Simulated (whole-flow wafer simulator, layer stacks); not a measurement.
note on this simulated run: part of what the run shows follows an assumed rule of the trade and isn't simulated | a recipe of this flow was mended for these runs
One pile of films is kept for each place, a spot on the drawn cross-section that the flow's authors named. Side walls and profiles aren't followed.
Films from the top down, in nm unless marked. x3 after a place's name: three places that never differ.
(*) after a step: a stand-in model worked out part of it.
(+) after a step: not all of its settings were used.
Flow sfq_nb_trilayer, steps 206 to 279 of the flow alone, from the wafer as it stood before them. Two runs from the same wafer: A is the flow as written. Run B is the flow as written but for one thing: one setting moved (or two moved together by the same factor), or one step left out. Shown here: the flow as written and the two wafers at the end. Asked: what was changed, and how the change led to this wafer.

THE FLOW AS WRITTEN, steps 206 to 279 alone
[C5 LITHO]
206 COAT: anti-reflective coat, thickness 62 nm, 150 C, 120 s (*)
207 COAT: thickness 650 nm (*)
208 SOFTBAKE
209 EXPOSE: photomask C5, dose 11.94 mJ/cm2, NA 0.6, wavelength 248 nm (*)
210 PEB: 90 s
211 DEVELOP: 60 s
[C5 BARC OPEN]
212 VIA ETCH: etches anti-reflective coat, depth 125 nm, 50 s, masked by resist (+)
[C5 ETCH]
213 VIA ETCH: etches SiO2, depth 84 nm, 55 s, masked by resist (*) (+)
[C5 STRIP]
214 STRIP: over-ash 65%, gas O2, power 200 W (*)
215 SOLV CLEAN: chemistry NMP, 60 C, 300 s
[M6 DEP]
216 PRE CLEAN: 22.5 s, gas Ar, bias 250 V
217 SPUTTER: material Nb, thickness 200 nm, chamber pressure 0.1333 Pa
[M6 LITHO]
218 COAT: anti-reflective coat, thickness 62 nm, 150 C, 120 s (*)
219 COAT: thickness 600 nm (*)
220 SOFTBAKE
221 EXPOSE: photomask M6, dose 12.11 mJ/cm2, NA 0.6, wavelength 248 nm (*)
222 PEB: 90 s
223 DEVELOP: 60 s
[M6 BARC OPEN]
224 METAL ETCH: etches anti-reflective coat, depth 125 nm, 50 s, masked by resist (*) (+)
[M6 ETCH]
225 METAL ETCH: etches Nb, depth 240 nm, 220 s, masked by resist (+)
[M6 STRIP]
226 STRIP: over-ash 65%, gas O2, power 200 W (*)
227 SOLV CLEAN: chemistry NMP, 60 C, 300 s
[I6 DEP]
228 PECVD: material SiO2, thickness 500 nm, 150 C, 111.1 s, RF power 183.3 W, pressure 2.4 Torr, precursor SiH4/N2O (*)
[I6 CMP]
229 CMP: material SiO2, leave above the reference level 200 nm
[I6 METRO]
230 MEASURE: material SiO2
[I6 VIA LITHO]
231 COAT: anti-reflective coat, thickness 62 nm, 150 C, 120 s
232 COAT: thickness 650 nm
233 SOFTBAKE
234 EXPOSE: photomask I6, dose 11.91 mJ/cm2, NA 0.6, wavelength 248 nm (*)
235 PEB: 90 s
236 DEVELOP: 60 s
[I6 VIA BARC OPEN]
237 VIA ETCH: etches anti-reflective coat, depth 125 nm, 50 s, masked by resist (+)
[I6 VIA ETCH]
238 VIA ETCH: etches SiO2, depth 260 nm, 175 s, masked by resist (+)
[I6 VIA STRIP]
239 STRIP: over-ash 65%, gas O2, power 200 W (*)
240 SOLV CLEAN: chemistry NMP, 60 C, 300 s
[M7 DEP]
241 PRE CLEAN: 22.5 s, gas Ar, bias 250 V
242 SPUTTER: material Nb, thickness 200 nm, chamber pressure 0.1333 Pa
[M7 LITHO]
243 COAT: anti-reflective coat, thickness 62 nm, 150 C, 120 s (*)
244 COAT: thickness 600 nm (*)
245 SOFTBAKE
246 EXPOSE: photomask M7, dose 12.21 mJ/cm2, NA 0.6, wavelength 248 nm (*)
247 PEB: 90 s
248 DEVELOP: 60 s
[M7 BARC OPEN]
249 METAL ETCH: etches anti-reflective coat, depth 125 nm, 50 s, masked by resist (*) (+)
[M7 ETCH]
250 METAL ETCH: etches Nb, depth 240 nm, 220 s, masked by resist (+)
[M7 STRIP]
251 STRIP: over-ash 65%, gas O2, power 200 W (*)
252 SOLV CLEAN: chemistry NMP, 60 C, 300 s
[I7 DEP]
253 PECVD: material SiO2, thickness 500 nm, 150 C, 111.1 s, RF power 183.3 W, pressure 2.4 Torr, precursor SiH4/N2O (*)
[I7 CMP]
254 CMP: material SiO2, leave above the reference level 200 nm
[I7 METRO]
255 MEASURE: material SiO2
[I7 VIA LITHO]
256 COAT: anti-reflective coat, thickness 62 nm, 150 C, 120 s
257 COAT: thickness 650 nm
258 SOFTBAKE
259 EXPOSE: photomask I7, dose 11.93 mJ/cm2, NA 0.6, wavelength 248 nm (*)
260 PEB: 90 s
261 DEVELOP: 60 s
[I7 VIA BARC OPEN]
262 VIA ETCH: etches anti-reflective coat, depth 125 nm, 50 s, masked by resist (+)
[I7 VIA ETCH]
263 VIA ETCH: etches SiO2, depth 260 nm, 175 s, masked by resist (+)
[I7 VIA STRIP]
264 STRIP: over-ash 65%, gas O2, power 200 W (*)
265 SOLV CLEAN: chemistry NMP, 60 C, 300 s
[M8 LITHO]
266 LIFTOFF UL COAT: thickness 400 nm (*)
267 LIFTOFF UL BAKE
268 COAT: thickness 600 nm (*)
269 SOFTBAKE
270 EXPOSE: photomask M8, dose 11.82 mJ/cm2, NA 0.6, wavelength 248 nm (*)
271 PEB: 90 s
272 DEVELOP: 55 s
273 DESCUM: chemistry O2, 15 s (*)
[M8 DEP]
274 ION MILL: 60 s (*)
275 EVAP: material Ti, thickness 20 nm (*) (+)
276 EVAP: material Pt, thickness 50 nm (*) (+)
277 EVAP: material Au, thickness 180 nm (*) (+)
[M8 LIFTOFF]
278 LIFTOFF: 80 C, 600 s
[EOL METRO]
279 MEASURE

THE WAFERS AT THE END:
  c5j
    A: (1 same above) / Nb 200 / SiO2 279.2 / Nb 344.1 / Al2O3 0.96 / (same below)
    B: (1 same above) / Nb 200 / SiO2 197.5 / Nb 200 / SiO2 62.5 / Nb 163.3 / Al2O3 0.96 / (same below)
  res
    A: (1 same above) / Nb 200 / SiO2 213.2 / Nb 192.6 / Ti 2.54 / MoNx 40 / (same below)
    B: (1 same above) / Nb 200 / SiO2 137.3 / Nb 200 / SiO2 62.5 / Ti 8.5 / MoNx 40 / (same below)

The cause: step 212, VIA ETCH: etches anti-reflective coat, depth 125 nm, 50 s, masked by resist (+), was left out.

How the change led to this, step by step:
  213 VIA ETCH: etches SiO2, depth 84 nm, 55 s, masked by resist (*) (+)
      c5j: A SiO2 -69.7 (all of it), Nb -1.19 | B anti-reflective coat -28
      res: A SiO2 -69.7 (all of it), Ti -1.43 | B anti-reflective coat -28
  214 STRIP: over-ash 65%, gas O2, power 200 W (*)
      c5j: A nothing | B anti-reflective coat -45.7 (all of it)
      res: A nothing | B anti-reflective coat -29.9 (all of it)
      (and at 104 more places)
  216 PRE CLEAN: 22.5 s, gas Ar, bias 250 V
      c5j: A Nb -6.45 | B SiO2 -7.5
      res: A Ti -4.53 | B SiO2 -7.5
  217 SPUTTER: material Nb, thickness 200 nm, chamber pressure 0.1333 Pa
      c5j: A Nb +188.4 | B Nb +200 (new film)
      res: A Nb +192.6 (new film) | B Nb +200 (new film)
  218 COAT: anti-reflective coat, thickness 62 nm, 150 C, 120 s (*)
      be_sur: A anti-reflective coat +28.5 (new film) | B anti-reflective coat +27 (new film)
      jj_sur: A anti-reflective coat +57.9 (new film) | B anti-reflective coat +67.6 (new film)
      (and at 11 more places)
  219 COAT: thickness 600 nm (*)
      res: A KrF-resist-other-grade +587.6 (new film) | B KrF-resist-other-grade +574.3 (new film)
  224 METAL ETCH: etches anti-reflective coat, depth 125 nm, 50 s, masked by resist (*) (+)
      moat: A anti-reflective coat -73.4 (all of it) | B anti-reflective coat -75.3 (all of it)
      field_r: A anti-reflective coat -67 (all of it) | B anti-reflective coat -64.3 (all of it)
      (and at 1 more place)
  226 STRIP: over-ash 65%, gas O2, power 200 W (*)
      be_sur: A KrF-resist-other-grade -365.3 (all of it), anti-reflective coat -28.5 (all of it) | B KrF-resist-other-grade -368 (all of it), anti-reflective coat -27 (all of it)
      jj_sur: A KrF-resist-other-grade -361.7 (all of it), anti-reflective coat -57.9 (all of it) | B KrF-resist-other-grade -357.6 (all of it), anti-reflective coat -67.6 (all of it)
      (and at 8 more places)
  228 PECVD: material SiO2, thickness 500 nm, 150 C, 111.1 s, RF power 183.3 W, pressure 2.4 Torr, precursor SiH4/N2O (*)
      c5j: A SiO2 +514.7 (new film) | B SiO2 +500 (new film)
  229 CMP: material SiO2, leave above the reference level 200 nm
      c5j: A SiO2 -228 | B SiO2 -295
      res: A SiO2 -279.3 | B SiO2 -355.2
Counting metal films that touch as one body, c5j has 5 bodies (between them, from the top down: SiO2 197.5; SiO2 62.5; Al2O3 0.96; SiO2 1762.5); the flow as written gives 4 bodies (between them, from the top down: SiO2 279.2; Al2O3 0.96; SiO2 1762.5).
Counting metal films that touch as one body, res has 4 bodies (between them, from the top down: SiO2 137.3; SiO2 62.5; SiO2 2090.9); the flow as written gives 3 bodies (between them, from the top down: SiO2 213.2; SiO2 2090.9).
